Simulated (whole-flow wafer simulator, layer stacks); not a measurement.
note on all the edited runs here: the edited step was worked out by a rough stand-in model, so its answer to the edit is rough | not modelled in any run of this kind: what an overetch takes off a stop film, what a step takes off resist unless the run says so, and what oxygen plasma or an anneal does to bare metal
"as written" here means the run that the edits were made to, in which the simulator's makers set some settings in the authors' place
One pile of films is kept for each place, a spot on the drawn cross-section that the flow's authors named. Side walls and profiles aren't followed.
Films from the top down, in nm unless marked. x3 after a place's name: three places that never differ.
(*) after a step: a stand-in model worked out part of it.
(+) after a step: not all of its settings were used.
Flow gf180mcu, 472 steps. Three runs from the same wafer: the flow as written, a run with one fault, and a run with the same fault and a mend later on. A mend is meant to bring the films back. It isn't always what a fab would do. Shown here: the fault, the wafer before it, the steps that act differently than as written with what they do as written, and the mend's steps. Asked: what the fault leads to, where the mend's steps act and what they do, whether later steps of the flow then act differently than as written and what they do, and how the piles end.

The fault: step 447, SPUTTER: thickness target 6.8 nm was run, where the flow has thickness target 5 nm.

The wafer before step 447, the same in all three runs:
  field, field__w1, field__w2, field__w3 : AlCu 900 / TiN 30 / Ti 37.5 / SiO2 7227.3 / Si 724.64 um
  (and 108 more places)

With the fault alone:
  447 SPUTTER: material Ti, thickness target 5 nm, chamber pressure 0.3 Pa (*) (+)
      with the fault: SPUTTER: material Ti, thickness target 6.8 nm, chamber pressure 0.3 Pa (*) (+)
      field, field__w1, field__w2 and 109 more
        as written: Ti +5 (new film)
        with the fault: Ti +6.8 (new film)
  Later steps of the flow that act differently than as written (5 more steps differ only slightly, by at most 2% or 0.5 nm, whichever is larger, and aren't shown):
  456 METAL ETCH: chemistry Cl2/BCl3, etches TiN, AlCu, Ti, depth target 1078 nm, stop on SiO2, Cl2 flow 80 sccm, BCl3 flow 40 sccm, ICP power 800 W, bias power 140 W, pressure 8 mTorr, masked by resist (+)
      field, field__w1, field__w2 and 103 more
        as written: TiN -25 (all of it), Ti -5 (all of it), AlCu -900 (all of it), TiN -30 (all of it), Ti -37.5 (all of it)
        with the fault: TiN -25 (all of it), Ti -6.8 (all of it), AlCu -900 (all of it), TiN -30 (all of it), Ti -37.5 (all of it)
  At the end the piles differ from the flow's by more than 2% or 0.5 nm, whichever is larger, at field__w8, contact, m1, m1__w1, pad, m1_nw.
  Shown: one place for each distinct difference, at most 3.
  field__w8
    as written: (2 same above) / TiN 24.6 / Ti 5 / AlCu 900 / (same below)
    with the fault: (2 same above) / TiN 24.6 / Ti 6.8 / AlCu 900 / (same below)
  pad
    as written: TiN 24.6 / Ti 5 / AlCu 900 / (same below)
    with the fault: TiN 24.6 / Ti 6.8 / AlCu 900 / (same below)

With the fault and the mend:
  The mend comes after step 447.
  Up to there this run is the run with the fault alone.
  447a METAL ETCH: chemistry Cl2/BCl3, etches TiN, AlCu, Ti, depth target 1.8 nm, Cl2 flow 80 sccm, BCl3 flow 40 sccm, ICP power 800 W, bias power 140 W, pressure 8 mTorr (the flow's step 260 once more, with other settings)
      field, field__w1, field__w2 and 109 more
        Ti -1.8
  No later step of the flow acts differently than as written at any place that is followed.
  At the end the piles are the same as the flow's at every place that both follow.
